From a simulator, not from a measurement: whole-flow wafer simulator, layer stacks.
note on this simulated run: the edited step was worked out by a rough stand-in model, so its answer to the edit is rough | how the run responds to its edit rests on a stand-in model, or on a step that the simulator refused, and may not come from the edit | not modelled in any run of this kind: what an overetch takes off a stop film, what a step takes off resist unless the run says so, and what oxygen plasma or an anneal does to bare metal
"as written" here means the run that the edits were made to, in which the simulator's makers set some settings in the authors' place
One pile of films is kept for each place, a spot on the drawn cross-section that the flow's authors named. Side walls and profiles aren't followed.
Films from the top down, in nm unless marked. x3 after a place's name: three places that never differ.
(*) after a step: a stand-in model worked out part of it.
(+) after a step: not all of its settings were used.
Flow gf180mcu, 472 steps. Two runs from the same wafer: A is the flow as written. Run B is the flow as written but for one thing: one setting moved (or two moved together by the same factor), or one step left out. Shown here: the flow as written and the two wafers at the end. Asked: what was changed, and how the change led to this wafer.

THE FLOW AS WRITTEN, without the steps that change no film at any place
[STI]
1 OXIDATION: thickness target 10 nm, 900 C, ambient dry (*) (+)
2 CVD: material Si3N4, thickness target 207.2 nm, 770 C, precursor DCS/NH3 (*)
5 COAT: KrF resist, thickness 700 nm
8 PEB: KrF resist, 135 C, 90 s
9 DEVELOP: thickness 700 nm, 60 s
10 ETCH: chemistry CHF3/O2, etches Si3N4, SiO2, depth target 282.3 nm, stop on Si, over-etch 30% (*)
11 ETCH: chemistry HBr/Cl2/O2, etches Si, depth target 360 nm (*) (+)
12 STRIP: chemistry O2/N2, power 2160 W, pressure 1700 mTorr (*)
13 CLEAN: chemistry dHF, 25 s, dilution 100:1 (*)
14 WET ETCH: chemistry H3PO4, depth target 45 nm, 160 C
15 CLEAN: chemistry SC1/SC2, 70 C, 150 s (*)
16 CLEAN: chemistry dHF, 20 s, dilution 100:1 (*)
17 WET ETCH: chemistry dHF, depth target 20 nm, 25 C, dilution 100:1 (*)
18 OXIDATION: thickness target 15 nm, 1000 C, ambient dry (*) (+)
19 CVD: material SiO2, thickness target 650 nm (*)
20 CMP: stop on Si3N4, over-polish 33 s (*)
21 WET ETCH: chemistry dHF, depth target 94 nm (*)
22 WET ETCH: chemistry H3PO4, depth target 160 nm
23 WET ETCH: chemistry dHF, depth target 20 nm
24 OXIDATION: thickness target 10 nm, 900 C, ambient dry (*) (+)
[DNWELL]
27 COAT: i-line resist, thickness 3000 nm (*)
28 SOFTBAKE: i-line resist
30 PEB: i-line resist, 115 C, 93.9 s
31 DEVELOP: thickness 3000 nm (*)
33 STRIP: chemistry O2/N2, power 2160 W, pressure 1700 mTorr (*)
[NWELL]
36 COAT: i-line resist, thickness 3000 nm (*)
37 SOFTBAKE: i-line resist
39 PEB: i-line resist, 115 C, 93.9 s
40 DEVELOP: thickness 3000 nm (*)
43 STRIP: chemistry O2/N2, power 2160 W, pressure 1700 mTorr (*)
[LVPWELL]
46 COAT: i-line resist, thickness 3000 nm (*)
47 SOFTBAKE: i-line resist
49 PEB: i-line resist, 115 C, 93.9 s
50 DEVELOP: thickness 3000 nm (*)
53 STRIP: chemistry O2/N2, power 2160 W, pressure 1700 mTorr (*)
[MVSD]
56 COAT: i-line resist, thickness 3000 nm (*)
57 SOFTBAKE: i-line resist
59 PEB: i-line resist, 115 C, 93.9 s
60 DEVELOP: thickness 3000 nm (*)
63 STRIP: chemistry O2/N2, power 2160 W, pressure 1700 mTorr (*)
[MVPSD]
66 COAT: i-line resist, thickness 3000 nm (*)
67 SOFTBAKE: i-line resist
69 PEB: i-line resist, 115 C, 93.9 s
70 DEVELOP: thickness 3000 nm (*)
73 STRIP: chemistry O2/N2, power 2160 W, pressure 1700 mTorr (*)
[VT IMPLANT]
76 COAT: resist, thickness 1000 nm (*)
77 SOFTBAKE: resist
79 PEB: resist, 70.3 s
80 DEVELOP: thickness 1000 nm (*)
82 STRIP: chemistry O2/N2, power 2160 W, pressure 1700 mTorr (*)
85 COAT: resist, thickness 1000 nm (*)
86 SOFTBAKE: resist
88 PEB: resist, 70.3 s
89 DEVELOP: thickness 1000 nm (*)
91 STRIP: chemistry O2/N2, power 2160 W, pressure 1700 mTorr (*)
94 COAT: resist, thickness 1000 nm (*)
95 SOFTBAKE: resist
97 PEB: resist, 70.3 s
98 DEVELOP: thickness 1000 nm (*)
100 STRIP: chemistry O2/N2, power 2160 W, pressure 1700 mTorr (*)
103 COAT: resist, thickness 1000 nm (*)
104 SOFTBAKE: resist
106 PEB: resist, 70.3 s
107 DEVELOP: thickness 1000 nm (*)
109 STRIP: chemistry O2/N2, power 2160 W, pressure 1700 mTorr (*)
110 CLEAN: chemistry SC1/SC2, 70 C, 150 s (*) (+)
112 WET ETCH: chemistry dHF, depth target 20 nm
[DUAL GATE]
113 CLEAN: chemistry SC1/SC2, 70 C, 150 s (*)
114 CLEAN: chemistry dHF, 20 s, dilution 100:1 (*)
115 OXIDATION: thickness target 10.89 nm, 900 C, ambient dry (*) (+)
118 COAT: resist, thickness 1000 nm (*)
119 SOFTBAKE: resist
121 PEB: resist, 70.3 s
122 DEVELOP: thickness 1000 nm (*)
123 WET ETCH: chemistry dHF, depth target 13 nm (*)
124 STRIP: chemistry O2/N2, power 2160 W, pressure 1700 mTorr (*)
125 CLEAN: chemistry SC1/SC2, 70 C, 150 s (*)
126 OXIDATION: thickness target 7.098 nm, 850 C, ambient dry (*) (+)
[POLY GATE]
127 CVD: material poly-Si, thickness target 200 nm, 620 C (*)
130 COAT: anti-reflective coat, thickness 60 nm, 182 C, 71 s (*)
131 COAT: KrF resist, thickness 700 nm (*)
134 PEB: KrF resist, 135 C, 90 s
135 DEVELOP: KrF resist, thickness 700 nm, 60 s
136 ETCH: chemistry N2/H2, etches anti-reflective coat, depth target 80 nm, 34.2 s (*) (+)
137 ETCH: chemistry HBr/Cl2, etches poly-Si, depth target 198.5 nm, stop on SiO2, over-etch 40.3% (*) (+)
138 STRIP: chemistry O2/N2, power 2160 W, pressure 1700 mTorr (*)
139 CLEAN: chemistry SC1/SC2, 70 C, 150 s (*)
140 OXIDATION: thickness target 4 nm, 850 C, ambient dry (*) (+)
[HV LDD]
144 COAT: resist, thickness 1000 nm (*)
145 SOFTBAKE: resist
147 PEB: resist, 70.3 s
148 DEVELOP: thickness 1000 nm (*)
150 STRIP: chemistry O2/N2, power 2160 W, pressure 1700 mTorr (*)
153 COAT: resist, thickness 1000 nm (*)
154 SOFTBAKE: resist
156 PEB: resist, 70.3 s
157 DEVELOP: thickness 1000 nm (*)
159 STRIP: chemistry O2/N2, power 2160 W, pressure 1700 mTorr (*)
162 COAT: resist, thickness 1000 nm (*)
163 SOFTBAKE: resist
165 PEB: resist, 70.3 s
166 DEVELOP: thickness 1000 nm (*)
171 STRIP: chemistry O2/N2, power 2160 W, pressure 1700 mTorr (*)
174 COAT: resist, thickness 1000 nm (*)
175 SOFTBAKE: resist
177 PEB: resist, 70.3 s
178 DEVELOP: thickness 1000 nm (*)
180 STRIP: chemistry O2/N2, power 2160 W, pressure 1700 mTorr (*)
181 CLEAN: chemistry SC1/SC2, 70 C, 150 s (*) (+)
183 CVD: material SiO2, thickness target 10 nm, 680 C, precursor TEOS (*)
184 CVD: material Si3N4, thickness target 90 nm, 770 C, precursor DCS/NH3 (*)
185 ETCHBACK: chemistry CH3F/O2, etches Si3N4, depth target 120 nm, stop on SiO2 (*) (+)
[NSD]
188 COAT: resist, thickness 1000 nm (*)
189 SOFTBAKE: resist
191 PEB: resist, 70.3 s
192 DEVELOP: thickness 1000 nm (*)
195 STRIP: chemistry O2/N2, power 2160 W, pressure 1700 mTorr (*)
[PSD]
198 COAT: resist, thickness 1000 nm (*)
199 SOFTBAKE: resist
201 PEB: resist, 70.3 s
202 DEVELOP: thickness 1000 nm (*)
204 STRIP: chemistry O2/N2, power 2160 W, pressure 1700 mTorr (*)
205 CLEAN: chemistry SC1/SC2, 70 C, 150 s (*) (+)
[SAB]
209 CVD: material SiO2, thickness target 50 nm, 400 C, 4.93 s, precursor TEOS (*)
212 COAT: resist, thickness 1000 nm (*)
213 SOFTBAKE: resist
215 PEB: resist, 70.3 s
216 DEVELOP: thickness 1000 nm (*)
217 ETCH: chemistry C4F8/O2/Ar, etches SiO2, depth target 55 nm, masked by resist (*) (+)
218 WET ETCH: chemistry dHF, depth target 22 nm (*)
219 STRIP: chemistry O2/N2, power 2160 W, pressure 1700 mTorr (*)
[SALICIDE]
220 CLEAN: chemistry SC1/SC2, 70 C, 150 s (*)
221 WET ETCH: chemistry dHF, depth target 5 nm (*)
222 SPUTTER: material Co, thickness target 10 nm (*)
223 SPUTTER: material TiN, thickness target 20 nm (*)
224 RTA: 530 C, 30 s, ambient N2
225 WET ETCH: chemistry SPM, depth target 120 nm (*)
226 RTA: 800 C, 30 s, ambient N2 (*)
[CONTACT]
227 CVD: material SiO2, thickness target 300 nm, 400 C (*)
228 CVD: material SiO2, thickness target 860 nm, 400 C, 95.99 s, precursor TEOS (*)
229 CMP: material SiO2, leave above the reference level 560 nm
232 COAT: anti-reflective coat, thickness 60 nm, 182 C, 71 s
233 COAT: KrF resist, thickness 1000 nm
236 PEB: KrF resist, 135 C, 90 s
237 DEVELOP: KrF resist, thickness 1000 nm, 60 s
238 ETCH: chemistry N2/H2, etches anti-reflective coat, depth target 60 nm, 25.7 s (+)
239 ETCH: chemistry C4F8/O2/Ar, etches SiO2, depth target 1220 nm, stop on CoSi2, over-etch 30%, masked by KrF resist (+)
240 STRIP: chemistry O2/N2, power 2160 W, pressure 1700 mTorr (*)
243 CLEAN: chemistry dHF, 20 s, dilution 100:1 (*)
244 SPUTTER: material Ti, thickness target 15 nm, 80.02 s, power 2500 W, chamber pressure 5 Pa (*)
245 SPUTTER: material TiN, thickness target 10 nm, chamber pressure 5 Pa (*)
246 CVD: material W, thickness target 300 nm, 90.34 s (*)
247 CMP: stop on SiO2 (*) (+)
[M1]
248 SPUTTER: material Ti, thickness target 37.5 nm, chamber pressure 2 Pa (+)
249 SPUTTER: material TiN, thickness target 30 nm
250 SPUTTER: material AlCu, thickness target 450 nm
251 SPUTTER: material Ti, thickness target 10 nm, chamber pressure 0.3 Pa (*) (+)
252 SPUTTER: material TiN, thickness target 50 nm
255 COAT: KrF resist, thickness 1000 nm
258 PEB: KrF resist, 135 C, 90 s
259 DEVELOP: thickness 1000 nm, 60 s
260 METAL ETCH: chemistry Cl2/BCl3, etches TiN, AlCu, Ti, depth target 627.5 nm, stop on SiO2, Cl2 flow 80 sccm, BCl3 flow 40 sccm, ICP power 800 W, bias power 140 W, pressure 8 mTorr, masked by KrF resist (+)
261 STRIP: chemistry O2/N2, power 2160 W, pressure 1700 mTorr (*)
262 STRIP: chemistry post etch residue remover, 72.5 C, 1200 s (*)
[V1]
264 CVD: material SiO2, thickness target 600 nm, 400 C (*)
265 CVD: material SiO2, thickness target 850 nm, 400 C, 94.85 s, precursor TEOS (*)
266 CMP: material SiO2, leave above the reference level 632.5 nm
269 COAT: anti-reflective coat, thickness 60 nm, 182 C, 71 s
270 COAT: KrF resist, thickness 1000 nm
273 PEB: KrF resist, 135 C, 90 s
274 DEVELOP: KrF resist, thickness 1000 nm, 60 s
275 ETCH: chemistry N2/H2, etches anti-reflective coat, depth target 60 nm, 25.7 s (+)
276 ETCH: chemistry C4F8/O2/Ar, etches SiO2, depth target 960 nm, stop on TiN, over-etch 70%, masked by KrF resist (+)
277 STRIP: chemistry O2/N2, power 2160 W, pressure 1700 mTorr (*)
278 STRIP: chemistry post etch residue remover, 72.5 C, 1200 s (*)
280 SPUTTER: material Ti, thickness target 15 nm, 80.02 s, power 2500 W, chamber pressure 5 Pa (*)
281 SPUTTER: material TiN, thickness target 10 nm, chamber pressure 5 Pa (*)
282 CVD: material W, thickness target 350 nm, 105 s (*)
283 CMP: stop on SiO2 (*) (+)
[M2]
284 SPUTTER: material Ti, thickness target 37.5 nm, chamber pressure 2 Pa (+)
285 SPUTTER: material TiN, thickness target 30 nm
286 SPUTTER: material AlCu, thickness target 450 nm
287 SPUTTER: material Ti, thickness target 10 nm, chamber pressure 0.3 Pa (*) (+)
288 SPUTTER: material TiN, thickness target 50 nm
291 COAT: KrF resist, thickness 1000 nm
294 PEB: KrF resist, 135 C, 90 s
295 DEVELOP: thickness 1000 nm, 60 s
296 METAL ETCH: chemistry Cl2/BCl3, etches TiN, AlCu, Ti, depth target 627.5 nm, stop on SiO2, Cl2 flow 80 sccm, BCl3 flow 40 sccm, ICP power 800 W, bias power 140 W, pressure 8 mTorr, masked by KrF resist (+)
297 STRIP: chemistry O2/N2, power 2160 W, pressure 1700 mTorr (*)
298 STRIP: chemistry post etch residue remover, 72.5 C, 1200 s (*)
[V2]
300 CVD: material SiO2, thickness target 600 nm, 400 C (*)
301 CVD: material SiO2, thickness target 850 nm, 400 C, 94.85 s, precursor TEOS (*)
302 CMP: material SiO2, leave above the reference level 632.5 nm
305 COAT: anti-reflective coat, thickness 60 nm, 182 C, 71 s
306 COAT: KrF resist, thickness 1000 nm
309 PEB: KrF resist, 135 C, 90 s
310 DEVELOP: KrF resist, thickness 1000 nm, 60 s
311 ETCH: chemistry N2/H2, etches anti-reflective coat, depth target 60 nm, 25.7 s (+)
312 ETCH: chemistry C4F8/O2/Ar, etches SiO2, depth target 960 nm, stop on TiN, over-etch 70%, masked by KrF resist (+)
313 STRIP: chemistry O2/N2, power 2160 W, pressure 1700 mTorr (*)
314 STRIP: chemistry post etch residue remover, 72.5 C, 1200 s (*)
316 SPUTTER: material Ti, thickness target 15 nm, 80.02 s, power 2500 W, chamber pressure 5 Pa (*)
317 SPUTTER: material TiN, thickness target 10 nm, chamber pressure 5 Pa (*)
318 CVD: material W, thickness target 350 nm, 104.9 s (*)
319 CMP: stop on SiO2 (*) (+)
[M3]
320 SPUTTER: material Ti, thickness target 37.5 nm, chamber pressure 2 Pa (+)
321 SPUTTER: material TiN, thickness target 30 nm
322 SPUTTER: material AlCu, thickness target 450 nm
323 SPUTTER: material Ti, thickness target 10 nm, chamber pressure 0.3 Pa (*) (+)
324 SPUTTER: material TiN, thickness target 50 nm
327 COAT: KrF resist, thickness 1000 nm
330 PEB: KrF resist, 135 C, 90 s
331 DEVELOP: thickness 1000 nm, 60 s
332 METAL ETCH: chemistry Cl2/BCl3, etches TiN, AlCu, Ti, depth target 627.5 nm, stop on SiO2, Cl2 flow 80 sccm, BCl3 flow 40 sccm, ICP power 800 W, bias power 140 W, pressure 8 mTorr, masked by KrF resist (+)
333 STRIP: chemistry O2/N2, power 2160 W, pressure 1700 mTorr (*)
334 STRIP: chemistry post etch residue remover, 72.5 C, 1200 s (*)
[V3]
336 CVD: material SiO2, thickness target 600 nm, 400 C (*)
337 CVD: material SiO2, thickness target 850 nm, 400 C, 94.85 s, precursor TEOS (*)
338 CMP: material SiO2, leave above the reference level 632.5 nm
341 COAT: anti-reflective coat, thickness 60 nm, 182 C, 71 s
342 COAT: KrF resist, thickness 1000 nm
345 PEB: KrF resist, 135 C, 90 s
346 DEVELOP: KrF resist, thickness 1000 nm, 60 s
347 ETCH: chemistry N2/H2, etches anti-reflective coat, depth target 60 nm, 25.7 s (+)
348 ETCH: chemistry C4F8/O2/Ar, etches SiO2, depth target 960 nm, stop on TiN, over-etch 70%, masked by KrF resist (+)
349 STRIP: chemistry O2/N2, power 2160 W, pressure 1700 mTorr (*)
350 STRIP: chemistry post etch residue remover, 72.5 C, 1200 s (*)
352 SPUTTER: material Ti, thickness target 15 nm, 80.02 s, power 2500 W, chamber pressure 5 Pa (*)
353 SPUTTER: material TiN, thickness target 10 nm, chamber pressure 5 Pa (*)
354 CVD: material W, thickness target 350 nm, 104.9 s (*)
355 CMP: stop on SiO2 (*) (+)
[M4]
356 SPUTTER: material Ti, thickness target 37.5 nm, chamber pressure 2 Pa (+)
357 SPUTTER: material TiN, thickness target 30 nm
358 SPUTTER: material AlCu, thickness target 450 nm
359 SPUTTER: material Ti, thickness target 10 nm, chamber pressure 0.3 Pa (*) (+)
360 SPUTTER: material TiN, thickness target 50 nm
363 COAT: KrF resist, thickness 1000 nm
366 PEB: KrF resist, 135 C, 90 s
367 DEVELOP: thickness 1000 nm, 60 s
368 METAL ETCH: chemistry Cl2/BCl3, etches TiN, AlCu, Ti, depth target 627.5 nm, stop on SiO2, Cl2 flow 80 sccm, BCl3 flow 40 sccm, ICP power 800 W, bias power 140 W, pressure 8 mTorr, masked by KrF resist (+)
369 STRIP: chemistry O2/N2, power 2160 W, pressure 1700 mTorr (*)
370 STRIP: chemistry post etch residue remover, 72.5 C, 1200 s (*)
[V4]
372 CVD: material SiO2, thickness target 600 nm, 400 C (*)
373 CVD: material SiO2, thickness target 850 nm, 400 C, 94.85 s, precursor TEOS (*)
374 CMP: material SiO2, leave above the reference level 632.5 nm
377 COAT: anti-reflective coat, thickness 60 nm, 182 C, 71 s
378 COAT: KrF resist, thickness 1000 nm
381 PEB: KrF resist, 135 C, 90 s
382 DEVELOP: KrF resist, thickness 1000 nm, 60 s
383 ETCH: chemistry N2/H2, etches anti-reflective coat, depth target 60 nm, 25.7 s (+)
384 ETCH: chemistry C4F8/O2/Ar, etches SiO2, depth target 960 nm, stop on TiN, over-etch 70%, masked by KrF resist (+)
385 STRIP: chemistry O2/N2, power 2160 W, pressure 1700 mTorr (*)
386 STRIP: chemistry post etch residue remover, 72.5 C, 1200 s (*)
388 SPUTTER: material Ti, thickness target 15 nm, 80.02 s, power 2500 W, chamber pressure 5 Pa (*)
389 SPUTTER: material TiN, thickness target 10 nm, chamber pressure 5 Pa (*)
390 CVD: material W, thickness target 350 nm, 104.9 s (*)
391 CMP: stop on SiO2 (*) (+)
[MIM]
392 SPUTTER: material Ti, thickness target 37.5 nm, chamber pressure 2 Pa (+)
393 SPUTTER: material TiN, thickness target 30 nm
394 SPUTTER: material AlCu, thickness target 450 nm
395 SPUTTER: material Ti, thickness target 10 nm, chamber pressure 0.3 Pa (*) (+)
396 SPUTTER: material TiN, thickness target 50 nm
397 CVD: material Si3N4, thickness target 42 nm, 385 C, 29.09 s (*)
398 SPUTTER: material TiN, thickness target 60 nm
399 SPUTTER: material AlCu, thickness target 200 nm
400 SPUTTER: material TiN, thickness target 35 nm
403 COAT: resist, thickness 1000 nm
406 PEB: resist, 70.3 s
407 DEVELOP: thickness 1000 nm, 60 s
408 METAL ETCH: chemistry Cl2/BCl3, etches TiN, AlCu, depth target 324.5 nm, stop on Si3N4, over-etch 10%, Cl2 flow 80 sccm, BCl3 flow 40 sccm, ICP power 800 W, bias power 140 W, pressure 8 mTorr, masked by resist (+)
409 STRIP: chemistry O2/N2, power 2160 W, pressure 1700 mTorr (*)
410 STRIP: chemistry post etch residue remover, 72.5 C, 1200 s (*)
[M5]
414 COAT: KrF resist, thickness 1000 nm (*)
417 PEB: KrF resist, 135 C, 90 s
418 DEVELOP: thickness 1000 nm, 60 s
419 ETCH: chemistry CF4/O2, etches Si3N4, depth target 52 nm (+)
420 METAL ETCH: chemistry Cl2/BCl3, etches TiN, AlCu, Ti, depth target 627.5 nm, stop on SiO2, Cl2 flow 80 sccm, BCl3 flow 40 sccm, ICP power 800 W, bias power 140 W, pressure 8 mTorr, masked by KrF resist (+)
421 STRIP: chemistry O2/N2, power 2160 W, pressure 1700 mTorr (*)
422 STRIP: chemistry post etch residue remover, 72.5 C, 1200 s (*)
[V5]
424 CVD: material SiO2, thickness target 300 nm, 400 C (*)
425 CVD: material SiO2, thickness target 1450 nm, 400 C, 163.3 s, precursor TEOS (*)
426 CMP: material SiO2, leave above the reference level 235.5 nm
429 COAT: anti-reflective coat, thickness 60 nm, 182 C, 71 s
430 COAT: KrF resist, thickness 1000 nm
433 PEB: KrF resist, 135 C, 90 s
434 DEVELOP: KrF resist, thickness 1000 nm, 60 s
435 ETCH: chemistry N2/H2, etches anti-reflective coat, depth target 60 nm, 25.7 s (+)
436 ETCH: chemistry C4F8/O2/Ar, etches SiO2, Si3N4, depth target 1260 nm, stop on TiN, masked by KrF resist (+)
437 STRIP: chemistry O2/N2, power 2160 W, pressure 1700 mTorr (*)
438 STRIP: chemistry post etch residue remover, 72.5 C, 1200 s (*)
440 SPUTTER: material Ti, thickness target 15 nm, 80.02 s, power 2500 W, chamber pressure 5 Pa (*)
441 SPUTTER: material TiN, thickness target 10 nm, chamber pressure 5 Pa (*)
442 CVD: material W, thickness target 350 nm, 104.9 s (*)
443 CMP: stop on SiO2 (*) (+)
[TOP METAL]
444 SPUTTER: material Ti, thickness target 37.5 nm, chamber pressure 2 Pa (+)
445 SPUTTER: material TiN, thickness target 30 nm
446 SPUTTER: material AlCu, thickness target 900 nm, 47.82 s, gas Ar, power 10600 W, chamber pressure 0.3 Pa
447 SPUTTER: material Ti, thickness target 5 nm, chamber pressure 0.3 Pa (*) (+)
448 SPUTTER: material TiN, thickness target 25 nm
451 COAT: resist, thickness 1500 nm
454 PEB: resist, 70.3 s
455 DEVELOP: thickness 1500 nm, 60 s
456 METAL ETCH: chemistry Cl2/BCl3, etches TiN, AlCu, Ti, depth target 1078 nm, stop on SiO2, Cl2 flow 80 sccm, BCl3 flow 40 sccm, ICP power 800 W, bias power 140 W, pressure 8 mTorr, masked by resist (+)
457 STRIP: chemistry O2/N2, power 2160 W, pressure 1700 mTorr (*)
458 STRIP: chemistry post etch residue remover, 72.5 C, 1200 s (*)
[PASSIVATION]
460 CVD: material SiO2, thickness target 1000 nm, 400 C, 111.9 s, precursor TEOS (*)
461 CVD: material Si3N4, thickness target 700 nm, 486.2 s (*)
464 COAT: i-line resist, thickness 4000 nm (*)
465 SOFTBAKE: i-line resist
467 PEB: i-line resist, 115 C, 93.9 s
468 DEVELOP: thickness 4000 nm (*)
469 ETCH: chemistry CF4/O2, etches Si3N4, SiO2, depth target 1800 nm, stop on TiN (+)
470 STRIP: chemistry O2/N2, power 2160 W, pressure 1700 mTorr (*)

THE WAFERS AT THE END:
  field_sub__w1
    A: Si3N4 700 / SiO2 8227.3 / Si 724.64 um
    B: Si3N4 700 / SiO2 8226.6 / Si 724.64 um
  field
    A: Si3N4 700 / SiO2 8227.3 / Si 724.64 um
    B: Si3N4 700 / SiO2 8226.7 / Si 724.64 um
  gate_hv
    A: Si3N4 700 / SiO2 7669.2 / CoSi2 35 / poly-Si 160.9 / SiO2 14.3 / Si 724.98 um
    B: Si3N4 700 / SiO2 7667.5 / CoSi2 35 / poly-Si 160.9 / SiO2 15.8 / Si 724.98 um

The cause: step 115, OXIDATION: thickness target 12.63 nm was run, where the flow has thickness target 10.89 nm.

How the change led to this, step by step:
  115 OXIDATION: thickness target 10.89 nm, 900 C, ambient dry (*) (+)
      active, n_well, p_well and 40 more: A SiO2 +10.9 (new film), Si -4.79 | B SiO2 +12.6 (new film), Si -5.56
  123 WET ETCH: chemistry dHF, depth target 13 nm (*)
      active, n_well, p_well and 12 more: A SiO2 -10.9 (all of it) | B SiO2 -12.6 (all of it)
  189 SOFTBAKE: resist
      field__w9: A resist +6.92 | B resist -3.07
  199 SOFTBAKE: resist
      field__w9: A resist +6.92 | B resist -3.07
  218 WET ETCH: chemistry dHF, depth target 22 nm (*)
      ldn_tap, ldn_src, ldn_drn, ldp_tap, ldp_src, ldp_drn, ldp_gr: A SiO2 -16 (all of it) | B SiO2 -17.5 (all of it)
      ld_drn_n, ld_sd_p: A SiO2 -14.8 (all of it) | B SiO2 -16.3 (all of it)
      (and at 5 more places)
